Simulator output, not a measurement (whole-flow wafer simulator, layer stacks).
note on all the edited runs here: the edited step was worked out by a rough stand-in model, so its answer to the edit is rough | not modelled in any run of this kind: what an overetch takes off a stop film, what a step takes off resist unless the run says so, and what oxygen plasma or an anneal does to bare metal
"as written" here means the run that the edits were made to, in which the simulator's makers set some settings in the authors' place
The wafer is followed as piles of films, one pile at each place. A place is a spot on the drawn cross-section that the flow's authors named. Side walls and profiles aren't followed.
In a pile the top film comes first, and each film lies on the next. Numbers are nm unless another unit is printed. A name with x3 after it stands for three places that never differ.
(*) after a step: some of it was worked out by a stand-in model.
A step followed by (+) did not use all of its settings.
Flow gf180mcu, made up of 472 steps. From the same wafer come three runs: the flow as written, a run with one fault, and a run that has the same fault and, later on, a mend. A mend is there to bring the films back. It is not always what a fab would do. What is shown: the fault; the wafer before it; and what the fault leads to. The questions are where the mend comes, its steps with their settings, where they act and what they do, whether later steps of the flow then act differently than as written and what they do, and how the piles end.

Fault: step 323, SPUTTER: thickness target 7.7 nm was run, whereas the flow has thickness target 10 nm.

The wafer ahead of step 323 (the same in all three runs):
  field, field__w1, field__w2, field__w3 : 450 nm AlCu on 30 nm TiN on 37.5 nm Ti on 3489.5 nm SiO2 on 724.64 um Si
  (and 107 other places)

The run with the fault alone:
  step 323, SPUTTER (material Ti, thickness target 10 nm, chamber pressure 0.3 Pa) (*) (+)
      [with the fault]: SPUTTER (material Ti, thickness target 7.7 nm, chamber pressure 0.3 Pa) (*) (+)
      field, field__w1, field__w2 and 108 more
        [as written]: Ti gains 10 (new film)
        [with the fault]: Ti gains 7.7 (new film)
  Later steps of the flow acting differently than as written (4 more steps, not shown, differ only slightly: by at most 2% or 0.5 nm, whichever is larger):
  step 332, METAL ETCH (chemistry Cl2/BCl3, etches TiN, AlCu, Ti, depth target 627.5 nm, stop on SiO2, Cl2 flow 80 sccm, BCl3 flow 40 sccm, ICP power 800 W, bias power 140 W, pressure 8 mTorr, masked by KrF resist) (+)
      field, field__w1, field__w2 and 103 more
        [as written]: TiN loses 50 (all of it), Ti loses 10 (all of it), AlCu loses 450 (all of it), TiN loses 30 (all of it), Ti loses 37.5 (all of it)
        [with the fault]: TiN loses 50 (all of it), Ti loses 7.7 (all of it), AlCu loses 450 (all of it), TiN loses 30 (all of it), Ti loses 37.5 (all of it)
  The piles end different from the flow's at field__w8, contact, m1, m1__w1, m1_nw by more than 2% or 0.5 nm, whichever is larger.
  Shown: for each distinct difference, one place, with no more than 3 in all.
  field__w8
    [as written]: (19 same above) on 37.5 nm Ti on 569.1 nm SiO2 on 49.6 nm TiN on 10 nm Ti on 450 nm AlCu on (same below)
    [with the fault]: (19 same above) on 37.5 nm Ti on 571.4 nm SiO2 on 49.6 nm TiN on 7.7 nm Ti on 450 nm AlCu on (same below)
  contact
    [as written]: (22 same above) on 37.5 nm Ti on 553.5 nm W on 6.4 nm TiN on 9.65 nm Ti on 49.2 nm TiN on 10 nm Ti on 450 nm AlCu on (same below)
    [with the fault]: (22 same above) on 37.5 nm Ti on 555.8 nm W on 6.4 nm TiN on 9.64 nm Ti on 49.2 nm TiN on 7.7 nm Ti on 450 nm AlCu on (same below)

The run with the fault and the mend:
  The mend follows step 323.
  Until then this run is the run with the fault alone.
  step 323a, SPUTTER (material Ti, thickness target 2.3 nm, chamber pressure 0.3 Pa) (*) (+) (the flow's step 323 again, with other settings)
      field, field__w1, field__w2 and 108 more
        Ti gains 2.3
  None of the later steps of the flow acts differently than as written at any place that is followed.
  At every place that both follow, the piles at the end match the flow's.
